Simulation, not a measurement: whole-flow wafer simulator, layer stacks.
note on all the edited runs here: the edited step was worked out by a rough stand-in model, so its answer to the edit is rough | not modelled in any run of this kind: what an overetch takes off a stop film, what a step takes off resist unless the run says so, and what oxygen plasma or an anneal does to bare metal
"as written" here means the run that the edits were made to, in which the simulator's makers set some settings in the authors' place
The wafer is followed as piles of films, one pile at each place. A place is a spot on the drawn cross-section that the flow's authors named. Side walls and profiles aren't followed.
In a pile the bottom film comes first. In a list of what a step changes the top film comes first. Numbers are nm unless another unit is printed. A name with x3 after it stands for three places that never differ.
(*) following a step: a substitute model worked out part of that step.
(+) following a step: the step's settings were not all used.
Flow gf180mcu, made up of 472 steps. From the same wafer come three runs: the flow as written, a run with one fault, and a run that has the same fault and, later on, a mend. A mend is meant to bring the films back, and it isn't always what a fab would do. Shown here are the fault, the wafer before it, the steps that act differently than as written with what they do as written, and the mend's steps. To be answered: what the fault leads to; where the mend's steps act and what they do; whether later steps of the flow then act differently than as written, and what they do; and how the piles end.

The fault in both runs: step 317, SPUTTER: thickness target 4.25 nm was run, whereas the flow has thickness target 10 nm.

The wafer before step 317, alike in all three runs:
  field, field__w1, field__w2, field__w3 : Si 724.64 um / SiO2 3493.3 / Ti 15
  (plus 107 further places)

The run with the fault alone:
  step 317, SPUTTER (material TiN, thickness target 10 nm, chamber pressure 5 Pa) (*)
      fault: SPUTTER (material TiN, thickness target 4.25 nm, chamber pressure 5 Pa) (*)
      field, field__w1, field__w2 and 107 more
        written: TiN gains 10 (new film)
        fault: TiN gains 4.25 (new film)
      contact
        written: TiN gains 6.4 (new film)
        fault: TiN gains 2.73 (new film)
  Steps later in the flow that act otherwise than as written (1 other step is not shown; it differs only slightly, by no more than 2% or 0.5 nm, whichever is larger):
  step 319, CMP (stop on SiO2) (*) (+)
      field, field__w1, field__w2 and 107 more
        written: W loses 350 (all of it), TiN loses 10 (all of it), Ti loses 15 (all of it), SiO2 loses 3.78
        fault: W loses 350 (all of it), TiN loses 4.25 (all of it), Ti loses 15 (all of it), SiO2 loses 3.73
  At contact, the piles at the end differ from the flow's by more than 2% or 0.5 nm, whichever is larger.
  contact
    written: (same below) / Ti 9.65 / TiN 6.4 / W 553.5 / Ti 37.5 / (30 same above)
    fault: (same below) / Ti 9.65 / TiN 2.73 / W 557.2 / Ti 37.5 / (30 same above)

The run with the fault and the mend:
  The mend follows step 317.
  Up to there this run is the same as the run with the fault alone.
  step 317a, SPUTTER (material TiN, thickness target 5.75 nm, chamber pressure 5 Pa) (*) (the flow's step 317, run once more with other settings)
      field, field__w1, field__w2 and 107 more
        TiN gains 5.75
      contact
        TiN gains 3.68
  None of the later steps of the flow acts differently than as written at any place that is followed.
  The piles end the same as the flow's at every place that both follow.
